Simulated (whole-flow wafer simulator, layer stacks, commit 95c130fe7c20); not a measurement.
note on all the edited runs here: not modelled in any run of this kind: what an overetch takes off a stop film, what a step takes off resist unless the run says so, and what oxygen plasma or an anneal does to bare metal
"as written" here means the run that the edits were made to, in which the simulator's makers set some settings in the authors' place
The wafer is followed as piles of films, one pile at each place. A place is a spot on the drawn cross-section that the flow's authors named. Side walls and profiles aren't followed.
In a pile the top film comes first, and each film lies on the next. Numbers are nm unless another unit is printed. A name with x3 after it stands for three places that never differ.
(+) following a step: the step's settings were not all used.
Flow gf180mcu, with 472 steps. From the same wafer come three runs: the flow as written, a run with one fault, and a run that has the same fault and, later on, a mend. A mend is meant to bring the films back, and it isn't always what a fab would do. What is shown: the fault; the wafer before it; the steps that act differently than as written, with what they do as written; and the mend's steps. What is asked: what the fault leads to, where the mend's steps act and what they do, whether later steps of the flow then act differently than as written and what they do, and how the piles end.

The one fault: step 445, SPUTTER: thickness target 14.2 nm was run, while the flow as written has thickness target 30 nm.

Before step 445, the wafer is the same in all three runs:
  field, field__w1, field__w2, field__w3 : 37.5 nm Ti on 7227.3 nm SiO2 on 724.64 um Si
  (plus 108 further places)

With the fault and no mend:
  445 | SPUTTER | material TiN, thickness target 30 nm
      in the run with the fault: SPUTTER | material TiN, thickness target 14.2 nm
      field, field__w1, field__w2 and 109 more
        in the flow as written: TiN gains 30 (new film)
        in the run with the fault: TiN gains 14.2 (new film)
  Steps later in the flow that act otherwise than as written (not shown: 4 more steps that differ only slightly, by at most 2% or 0.5 nm, whichever is larger):
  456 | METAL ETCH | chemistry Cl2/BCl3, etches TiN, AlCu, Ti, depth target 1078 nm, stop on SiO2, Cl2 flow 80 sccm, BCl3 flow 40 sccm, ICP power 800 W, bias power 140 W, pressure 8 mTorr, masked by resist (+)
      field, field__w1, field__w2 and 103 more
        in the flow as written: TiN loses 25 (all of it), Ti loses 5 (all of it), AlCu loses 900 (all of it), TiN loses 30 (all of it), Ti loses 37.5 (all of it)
        in the run with the fault: TiN loses 25 (all of it), Ti loses 5 (all of it), AlCu loses 900 (all of it), TiN loses 14.2 (all of it), Ti loses 37.5 (all of it)
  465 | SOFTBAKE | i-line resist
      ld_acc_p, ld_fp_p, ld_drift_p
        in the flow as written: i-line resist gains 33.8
        in the run with the fault: i-line resist gains 33
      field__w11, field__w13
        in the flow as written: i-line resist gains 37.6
        in the run with the fault: i-line resist gains 36.7
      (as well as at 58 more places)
  By the end, the piles at field__w8, contact, m1, m1__w1, pad, m1_nw depart from the flow's by more than 2% or 0.5 nm, whichever is larger.
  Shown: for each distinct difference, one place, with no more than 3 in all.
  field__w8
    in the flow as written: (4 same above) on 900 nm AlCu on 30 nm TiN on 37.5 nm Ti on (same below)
    in the run with the fault: (4 same above) on 900 nm AlCu on 14.2 nm TiN on 37.5 nm Ti on (same below)
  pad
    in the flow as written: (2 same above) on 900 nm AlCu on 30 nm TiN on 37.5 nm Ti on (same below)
    in the run with the fault: (2 same above) on 900 nm AlCu on 14.2 nm TiN on 37.5 nm Ti on (same below)

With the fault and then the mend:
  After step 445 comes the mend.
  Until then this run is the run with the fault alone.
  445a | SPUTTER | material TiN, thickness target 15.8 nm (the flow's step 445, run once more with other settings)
      field, field__w1, field__w2 and 109 more
        TiN gains 15.8
  Later steps of the flow that are run all act as written at every place that is followed.
  The piles end the same as the flow's at every place that both follow.
